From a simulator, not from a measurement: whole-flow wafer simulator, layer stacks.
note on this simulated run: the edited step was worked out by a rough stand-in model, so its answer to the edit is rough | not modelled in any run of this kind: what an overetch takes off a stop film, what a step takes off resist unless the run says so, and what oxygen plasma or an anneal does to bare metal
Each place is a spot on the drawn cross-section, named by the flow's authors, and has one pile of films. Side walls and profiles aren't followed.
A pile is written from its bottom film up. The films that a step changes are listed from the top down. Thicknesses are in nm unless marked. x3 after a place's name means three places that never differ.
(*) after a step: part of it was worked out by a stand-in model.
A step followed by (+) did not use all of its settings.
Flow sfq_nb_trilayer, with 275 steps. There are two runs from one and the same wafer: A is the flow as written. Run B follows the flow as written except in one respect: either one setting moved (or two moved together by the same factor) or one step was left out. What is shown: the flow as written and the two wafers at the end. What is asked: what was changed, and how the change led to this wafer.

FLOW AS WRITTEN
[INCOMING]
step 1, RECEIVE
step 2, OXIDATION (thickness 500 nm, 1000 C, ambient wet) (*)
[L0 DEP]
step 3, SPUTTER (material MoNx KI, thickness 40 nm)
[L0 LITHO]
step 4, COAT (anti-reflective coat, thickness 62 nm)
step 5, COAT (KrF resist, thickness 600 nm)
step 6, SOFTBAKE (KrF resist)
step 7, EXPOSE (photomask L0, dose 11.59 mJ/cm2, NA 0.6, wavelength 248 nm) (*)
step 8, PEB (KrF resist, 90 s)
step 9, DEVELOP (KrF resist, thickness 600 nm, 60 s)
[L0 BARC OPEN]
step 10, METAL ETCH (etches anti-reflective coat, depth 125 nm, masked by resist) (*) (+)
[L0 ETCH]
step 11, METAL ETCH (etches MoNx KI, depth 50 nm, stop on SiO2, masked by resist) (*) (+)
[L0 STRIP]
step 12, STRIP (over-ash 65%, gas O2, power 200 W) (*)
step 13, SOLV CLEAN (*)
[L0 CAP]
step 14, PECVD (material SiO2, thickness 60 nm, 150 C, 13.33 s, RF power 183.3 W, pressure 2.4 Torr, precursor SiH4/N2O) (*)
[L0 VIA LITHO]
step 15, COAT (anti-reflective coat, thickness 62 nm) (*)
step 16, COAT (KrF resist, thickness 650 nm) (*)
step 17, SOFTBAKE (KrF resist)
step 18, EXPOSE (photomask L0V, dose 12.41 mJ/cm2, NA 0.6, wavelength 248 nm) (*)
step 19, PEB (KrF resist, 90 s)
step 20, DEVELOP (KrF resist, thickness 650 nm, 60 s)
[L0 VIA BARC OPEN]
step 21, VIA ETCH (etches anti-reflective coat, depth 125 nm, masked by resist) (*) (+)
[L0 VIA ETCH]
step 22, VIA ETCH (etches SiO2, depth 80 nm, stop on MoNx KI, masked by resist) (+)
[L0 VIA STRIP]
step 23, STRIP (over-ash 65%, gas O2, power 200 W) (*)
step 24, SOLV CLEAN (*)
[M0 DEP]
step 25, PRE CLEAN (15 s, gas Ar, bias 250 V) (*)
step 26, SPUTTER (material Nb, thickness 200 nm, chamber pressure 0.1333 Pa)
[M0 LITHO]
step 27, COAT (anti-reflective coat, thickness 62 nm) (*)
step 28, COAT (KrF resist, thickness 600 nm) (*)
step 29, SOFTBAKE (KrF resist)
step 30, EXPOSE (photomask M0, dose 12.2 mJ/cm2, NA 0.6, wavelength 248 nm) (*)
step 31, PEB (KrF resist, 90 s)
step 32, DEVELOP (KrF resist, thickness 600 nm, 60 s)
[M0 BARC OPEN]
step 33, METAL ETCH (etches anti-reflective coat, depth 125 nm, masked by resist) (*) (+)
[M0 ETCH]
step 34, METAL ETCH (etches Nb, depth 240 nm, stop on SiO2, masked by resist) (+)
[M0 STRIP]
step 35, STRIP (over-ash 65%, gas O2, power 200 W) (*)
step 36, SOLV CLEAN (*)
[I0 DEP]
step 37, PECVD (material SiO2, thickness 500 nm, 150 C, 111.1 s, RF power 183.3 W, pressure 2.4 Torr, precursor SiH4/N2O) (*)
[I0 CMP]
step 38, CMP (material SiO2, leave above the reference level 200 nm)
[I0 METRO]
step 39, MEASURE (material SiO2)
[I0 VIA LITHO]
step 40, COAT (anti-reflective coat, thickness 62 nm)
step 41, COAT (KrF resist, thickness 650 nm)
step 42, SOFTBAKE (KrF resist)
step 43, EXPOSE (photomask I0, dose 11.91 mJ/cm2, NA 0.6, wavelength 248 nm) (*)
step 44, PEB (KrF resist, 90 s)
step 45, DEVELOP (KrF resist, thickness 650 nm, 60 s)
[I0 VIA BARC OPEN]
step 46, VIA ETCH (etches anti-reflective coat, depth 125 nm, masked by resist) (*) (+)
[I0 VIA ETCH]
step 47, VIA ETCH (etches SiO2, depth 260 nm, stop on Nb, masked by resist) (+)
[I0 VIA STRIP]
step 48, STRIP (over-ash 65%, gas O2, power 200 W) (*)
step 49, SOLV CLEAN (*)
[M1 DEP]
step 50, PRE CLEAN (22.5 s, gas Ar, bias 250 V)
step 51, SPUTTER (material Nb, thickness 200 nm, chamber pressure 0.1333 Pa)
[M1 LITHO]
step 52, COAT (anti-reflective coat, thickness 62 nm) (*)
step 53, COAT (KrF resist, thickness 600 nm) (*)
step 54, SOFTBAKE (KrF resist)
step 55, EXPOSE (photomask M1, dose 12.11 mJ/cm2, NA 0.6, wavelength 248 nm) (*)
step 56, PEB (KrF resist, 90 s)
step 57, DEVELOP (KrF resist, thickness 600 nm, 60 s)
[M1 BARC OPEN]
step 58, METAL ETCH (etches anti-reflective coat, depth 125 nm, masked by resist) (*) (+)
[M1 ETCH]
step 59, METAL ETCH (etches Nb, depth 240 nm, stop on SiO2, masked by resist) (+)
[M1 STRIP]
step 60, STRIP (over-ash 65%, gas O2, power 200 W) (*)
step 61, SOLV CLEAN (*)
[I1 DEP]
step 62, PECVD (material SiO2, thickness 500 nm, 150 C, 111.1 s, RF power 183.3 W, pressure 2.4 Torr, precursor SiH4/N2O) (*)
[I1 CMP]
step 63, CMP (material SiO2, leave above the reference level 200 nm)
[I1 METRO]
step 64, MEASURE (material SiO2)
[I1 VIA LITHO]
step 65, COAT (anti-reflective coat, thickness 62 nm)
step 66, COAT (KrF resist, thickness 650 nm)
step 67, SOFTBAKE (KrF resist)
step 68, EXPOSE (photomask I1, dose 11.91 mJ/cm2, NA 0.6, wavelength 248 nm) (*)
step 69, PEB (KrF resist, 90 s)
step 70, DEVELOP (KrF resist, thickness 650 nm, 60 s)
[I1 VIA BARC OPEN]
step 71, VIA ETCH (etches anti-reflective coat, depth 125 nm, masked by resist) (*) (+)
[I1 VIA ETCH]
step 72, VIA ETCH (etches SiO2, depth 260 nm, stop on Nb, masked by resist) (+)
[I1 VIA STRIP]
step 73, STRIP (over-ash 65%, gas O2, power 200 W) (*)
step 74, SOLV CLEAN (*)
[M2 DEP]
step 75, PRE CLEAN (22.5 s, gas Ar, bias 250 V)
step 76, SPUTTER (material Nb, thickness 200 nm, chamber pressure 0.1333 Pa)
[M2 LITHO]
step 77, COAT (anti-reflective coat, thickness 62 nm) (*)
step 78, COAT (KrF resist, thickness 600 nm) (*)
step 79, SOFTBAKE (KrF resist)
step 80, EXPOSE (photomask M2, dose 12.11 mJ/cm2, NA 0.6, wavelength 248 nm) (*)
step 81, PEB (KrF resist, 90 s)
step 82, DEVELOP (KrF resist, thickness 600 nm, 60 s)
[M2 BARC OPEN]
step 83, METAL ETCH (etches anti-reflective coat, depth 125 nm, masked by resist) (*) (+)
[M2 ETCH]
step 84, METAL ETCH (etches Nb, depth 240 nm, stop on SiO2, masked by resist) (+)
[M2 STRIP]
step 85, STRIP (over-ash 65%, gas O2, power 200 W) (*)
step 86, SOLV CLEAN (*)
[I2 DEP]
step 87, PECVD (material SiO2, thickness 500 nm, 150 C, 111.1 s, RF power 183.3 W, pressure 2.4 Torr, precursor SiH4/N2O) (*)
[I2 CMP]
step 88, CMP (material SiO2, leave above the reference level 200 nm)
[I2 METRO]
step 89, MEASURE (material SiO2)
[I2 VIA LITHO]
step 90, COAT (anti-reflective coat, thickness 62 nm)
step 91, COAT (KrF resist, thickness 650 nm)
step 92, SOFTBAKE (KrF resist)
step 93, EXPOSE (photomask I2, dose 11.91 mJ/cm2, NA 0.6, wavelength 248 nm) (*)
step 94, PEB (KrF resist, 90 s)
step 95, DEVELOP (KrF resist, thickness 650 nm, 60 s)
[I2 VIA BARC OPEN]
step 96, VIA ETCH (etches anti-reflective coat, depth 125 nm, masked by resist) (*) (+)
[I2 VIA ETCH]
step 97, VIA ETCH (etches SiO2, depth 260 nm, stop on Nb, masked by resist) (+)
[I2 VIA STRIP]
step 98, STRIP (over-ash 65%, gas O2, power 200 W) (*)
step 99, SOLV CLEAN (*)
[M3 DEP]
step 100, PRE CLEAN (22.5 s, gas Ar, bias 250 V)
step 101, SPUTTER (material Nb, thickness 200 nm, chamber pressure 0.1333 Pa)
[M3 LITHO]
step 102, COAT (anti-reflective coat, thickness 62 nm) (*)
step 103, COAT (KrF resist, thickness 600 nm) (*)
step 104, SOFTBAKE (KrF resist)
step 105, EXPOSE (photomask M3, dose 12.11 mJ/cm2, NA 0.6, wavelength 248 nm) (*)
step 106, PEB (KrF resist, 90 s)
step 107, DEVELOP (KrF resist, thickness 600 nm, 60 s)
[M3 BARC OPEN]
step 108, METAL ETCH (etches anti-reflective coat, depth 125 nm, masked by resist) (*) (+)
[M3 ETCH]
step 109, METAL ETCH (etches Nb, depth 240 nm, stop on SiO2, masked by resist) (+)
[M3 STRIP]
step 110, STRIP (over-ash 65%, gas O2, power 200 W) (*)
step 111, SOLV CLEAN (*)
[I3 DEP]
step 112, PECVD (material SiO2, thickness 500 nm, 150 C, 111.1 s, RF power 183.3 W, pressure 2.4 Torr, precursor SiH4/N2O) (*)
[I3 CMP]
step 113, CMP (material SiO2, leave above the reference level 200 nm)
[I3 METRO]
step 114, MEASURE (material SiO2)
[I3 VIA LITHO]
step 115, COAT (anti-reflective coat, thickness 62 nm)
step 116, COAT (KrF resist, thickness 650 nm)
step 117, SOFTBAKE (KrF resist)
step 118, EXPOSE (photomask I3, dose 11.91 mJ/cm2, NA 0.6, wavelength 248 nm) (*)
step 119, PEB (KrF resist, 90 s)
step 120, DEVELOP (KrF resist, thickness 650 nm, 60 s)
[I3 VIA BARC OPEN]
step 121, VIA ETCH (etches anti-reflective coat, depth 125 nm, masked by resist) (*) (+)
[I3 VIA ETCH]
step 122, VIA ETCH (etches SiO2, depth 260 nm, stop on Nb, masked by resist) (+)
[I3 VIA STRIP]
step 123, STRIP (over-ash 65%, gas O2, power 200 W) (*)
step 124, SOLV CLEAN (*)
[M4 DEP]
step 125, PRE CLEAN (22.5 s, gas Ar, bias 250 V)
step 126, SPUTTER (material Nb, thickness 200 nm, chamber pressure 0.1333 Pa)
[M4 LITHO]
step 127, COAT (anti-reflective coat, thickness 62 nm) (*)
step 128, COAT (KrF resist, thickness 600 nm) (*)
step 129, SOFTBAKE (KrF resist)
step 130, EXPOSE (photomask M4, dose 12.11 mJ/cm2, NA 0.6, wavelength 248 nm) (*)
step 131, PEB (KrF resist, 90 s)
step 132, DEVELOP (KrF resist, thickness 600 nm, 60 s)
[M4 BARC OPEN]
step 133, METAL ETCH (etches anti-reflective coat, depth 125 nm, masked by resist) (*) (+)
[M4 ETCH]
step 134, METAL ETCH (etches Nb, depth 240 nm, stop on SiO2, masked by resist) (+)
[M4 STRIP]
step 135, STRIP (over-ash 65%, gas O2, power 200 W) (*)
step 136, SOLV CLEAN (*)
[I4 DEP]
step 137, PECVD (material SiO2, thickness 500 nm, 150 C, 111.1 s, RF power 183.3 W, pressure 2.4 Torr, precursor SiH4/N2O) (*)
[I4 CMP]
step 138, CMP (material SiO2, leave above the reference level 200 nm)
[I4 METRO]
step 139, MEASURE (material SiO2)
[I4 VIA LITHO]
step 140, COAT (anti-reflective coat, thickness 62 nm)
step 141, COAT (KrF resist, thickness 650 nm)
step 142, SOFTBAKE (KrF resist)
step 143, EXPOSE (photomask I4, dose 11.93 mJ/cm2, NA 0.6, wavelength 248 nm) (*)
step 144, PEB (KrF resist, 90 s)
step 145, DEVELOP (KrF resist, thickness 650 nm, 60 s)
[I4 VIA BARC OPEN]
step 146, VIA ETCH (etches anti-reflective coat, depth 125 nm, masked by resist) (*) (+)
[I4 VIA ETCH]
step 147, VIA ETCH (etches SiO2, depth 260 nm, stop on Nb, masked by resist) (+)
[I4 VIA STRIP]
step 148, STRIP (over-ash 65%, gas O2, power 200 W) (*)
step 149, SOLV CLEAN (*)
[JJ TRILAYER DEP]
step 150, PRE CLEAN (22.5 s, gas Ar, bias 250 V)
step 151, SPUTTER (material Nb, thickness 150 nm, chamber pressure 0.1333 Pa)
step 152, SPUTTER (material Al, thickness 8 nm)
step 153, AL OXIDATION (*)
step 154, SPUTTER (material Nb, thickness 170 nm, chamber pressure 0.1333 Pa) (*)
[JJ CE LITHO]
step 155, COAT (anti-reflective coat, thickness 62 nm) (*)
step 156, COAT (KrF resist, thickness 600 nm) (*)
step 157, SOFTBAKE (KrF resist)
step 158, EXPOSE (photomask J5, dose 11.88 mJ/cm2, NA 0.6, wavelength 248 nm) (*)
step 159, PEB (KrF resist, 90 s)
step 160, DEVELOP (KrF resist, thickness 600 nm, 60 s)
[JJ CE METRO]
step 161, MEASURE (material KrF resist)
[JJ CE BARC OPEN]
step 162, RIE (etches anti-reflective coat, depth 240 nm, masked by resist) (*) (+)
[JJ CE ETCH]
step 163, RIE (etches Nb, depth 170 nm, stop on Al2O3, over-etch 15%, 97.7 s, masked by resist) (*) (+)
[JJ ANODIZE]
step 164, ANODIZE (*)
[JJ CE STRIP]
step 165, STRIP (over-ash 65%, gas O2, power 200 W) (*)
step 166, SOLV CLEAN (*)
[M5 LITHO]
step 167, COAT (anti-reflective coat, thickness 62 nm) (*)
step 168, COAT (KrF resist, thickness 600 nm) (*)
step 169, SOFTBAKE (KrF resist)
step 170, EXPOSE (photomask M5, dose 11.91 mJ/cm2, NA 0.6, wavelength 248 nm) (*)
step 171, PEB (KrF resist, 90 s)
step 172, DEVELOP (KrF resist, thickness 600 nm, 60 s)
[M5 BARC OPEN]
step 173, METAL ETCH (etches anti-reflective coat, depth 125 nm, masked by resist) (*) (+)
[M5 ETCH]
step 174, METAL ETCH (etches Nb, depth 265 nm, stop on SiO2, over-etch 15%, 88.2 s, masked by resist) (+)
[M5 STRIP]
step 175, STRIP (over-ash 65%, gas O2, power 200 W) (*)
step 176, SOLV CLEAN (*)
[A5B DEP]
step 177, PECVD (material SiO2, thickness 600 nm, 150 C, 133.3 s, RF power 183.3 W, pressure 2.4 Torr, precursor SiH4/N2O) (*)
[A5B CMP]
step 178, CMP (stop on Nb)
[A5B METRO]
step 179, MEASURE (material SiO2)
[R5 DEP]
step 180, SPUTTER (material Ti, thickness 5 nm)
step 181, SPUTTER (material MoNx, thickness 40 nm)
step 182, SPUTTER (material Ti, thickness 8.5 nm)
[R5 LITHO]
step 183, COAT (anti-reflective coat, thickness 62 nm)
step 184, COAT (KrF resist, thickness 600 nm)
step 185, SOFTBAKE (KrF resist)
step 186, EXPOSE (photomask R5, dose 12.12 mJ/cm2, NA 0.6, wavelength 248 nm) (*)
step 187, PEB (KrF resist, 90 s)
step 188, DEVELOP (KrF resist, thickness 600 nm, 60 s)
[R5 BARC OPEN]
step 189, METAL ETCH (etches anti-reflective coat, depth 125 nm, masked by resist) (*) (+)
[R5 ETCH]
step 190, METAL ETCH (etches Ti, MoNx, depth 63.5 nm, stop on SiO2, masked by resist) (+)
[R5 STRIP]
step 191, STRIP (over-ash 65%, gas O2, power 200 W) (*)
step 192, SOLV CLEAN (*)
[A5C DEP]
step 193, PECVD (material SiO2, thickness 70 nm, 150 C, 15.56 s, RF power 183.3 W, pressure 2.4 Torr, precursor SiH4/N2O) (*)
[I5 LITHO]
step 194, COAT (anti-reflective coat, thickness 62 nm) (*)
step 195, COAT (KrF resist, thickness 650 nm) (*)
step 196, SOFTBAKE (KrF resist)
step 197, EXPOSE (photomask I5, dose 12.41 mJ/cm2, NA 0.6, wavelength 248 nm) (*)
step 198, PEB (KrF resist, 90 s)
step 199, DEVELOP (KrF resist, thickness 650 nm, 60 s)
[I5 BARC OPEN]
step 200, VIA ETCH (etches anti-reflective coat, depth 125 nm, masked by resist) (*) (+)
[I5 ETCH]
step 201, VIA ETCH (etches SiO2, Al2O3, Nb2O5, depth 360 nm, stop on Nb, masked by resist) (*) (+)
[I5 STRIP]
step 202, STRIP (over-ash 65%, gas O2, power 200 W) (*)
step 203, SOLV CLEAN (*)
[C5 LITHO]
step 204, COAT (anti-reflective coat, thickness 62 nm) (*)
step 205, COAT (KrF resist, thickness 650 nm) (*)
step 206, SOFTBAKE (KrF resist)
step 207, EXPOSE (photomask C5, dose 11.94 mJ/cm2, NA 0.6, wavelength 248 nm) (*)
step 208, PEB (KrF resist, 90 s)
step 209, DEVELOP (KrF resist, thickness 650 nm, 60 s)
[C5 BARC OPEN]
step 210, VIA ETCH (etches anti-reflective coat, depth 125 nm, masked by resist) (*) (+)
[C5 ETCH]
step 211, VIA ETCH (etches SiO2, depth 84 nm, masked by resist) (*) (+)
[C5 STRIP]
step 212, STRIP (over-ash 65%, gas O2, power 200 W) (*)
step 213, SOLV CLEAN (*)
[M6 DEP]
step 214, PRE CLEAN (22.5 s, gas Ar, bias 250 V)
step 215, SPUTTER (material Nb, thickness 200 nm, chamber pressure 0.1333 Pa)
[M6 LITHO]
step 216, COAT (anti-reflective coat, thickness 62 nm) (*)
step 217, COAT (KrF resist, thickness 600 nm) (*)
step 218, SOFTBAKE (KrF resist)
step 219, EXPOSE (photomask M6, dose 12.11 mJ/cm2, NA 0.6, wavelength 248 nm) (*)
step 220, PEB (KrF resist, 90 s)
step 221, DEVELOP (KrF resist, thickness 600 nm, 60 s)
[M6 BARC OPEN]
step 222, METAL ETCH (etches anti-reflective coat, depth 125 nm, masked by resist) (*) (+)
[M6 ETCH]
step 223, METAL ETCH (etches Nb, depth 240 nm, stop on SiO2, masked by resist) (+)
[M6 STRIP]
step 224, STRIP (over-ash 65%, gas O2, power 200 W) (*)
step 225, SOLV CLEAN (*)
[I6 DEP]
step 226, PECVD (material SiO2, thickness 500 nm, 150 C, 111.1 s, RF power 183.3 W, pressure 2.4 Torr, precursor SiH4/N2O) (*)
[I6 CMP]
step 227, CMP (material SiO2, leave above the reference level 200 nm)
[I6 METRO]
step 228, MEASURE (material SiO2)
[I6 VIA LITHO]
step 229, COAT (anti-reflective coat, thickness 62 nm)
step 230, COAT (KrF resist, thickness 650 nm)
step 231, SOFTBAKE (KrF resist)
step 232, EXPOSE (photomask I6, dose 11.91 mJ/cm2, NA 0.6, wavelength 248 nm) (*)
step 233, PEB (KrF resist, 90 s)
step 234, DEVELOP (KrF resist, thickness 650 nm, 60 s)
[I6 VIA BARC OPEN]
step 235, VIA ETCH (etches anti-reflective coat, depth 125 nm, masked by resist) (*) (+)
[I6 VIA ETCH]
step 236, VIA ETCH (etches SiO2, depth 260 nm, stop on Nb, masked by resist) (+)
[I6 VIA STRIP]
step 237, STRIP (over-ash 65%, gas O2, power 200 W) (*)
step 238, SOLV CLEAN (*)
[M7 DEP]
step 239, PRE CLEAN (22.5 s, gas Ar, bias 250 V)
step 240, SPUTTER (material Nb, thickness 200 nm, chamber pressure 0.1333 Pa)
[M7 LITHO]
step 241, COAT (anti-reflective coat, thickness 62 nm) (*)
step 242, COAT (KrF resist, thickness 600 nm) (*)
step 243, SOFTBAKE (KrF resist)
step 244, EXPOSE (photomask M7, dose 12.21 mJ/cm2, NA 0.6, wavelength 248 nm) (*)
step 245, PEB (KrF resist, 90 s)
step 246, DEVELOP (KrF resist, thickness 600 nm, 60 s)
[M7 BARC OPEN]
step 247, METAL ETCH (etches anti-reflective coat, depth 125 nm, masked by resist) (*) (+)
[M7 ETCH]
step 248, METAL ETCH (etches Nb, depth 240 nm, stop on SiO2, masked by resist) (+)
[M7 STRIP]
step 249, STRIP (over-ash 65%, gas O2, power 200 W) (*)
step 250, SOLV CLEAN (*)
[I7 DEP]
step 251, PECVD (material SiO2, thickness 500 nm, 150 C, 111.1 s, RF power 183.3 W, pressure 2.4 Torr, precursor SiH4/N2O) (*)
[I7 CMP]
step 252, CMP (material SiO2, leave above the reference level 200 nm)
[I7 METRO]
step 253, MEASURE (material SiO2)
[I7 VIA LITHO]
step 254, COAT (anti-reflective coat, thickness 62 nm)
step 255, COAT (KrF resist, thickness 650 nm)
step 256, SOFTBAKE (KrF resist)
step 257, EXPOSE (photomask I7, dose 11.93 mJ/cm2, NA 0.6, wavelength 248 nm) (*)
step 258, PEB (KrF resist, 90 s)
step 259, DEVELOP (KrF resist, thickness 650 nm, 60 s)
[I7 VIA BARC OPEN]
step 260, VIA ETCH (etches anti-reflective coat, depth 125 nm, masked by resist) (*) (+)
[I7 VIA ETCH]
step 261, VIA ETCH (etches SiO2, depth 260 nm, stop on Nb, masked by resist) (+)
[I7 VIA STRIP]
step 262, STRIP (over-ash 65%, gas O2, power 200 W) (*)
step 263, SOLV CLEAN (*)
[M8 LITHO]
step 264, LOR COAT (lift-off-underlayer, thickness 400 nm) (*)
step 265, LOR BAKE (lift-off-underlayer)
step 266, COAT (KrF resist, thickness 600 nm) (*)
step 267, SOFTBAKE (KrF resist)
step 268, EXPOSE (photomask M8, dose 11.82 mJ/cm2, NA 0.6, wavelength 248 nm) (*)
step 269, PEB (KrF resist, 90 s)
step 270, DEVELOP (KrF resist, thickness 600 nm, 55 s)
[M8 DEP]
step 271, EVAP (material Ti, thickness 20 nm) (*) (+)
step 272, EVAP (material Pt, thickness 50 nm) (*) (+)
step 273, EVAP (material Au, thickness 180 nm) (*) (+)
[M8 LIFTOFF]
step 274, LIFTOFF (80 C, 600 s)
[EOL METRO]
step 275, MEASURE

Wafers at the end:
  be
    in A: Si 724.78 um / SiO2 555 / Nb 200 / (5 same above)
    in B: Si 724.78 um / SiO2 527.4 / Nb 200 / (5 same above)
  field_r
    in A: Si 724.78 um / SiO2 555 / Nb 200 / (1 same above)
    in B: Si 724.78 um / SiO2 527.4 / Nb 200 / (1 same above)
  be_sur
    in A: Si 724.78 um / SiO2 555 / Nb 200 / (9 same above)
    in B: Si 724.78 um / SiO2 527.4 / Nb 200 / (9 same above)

Cause: step 14, PECVD: thickness 32.4 nm was run, while the flow as written has thickness 60 nm; step 14, PECVD: 7.2 s was run, where the flow has 13.33 s.

Step by step, how the change led to this:
  step 14, PECVD (material SiO2, thickness 60 nm, 150 C, 13.33 s, RF power 183.3 W, pressure 2.4 Torr, precursor SiH4/N2O) (*)
      v_sur, via_wl, via_w and 97 more: A SiO2 gains 60 | B SiO2 gains 32.4
      field_l, l0_sur, l0v, l0r_line_l, l0r_line_c, l0r_line_r: A SiO2 gains 60 (new film) | B SiO2 gains 32.4 (new film)
  step 22, VIA ETCH (etches SiO2, depth 80 nm, stop on MoNx KI, masked by resist) (+)
      field_l, v_sur, via_wl and 102 more: A KrF resist loses 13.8 | B KrF resist loses 8.34
      l0v: A SiO2 loses 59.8 (all of it) | B SiO2 loses 32.2 (all of it)
  step 26, SPUTTER (material Nb, thickness 200 nm, chamber pressure 0.1333 Pa)
      l0v: A Nb gains 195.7 (new film) | B Nb gains 200 (new film)
  step 27, COAT (anti-reflective coat, thickness 62 nm) (*)
      l0_sur: A anti-reflective coat gains 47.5 (new film) | B anti-reflective coat gains 50.6 (new film)
      l0v: A anti-reflective coat gains 78 (new film) | B anti-reflective coat gains 69.4 (new film)
  step 28, COAT (KrF resist, thickness 600 nm) (*)
      l0v: A KrF resist gains 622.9 (new film) | B KrF resist gains 606 (new film)
  step 35, STRIP (over-ash 65%, gas O2, power 200 W) (*)
      l0_sur: A KrF resist loses 372 (all of it), anti-reflective coat loses 47.5 (all of it) | B KrF resist loses 373.6 (all of it), anti-reflective coat loses 50.6 (all of it)
      l0v: A KrF resist loses 405.3 (all of it), anti-reflective coat loses 78 (all of it) | B KrF resist loses 388.4 (all of it), anti-reflective coat loses 69.4 (all of it)
  step 38, CMP (material SiO2, leave above the reference level 200 nm)
      l0v: A SiO2 loses 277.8 | B SiO2 loses 309.7
